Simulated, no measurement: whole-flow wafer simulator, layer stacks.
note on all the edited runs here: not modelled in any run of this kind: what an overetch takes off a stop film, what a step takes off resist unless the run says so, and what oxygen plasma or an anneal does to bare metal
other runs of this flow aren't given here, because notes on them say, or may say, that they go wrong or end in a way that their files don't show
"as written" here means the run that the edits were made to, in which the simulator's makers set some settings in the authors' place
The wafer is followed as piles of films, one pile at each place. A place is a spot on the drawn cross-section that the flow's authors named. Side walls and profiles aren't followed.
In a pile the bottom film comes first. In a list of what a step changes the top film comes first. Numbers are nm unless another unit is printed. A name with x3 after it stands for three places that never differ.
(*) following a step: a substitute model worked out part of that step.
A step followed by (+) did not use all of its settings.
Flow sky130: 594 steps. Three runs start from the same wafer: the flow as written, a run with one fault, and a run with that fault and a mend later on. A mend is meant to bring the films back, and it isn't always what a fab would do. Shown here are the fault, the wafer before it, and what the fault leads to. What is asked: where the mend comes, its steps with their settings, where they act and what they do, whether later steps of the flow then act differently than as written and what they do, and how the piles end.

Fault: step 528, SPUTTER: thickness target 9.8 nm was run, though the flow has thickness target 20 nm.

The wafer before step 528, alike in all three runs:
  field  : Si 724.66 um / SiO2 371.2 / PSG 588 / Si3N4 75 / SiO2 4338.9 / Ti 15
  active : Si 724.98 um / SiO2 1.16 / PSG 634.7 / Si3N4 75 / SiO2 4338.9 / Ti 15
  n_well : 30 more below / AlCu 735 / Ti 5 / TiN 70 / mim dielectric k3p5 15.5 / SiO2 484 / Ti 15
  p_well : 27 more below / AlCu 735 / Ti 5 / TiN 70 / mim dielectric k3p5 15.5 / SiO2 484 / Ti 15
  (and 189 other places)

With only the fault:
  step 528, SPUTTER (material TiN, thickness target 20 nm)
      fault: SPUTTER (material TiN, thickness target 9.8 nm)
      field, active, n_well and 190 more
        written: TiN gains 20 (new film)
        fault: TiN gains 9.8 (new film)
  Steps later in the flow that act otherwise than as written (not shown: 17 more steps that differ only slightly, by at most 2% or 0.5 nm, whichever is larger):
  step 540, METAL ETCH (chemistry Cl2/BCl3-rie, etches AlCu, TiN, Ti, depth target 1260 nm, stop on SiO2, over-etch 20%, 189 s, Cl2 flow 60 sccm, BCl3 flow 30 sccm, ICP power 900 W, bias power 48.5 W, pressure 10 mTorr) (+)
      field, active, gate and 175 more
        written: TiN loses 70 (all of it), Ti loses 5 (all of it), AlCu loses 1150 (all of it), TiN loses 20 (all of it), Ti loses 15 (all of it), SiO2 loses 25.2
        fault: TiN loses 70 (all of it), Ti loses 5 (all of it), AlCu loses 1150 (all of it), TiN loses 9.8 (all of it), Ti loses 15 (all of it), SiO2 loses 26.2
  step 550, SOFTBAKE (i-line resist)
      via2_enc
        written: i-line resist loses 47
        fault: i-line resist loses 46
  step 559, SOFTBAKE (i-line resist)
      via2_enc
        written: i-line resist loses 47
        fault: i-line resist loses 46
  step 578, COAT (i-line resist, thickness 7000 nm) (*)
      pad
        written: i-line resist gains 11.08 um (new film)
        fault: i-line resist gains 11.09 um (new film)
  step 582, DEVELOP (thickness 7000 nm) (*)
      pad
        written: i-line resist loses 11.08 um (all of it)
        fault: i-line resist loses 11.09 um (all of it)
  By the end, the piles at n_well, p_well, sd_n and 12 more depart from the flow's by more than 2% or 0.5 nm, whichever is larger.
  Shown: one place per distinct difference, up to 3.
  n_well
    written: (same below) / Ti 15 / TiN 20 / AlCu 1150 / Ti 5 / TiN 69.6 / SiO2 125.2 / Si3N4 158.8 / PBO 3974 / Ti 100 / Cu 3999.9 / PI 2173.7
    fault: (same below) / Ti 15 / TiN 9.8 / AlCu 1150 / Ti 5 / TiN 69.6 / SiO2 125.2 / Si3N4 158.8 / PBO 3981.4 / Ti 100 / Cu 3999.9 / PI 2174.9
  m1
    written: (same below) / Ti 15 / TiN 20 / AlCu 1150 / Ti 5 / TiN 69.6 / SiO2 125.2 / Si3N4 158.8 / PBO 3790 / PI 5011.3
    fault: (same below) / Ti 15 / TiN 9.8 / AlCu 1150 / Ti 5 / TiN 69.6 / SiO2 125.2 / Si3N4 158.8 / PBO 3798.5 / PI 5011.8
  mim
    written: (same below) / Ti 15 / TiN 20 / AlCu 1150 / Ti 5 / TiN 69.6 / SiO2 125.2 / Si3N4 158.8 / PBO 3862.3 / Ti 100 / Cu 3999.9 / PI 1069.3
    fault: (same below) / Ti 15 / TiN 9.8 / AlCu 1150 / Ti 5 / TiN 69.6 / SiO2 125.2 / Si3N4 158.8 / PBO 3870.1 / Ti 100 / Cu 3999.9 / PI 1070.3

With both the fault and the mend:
  After step 528 comes the mend.
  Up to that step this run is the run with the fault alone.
  step 528a, SPUTTER (material TiN, thickness target 10.2 nm) (the flow's step 528 again, with other settings)
      field, active, n_well and 190 more
        TiN gains 10.2
  Every later step of the flow that is run acts as written at every place that is followed.
  By the end, the piles equal the flow's at every place that both follow.
